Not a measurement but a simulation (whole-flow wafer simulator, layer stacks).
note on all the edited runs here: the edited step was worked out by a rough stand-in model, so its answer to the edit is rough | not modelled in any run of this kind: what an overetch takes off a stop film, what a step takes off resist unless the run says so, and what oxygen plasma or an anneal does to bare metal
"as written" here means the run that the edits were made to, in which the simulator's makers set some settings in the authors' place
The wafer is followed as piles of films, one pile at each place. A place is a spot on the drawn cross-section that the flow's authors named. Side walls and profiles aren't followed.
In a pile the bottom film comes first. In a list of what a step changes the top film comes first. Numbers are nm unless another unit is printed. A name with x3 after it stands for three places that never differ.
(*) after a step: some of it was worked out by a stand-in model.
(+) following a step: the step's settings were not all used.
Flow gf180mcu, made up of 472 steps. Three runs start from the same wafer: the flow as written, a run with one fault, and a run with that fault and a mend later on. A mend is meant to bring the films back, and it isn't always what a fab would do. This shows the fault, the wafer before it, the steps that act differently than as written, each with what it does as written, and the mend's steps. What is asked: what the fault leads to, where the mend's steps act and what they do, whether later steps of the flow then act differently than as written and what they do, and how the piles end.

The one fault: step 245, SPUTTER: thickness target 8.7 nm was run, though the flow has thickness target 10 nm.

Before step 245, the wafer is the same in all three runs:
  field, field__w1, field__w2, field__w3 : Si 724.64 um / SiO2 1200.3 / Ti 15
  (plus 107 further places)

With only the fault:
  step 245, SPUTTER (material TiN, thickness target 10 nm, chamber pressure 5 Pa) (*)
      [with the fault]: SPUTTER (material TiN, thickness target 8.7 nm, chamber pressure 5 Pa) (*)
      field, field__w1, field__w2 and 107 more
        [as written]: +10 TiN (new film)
        [with the fault]: +8.7 TiN (new film)
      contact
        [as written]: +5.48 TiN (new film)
        [with the fault]: +4.77 TiN (new film)
  Steps later in the flow that act otherwise than as written (1 other step is not shown; it differs only slightly, by no more than 2% or 0.5 nm, whichever is larger):
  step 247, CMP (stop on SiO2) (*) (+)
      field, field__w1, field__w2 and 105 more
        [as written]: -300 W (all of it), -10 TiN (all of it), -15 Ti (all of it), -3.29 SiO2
        [with the fault]: -300 W (all of it), -8.7 TiN (all of it), -15 Ti (all of it), -3.28 SiO2
  At contact, polyc_n, polyc_p, the piles at the end differ from the flow's by more than 2% or 0.5 nm, whichever is larger.
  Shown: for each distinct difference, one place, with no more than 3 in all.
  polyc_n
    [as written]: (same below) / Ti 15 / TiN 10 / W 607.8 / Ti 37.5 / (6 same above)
    [with the fault]: (same below) / Ti 15 / TiN 8.7 / W 609.1 / Ti 37.5 / (6 same above)
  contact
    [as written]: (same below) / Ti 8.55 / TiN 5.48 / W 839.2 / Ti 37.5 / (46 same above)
    [with the fault]: (same below) / Ti 8.55 / TiN 4.77 / W 839.9 / Ti 37.5 / (46 same above)

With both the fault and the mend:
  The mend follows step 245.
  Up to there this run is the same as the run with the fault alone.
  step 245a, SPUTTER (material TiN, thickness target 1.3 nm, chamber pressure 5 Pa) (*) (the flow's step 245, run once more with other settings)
      field, field__w1, field__w2 and 107 more
        +1.3 TiN
      contact
        +0.71 TiN
  Later steps of the flow that are run all act as written at every place that is followed.
  By the end, the piles equal the flow's at every place that both follow.
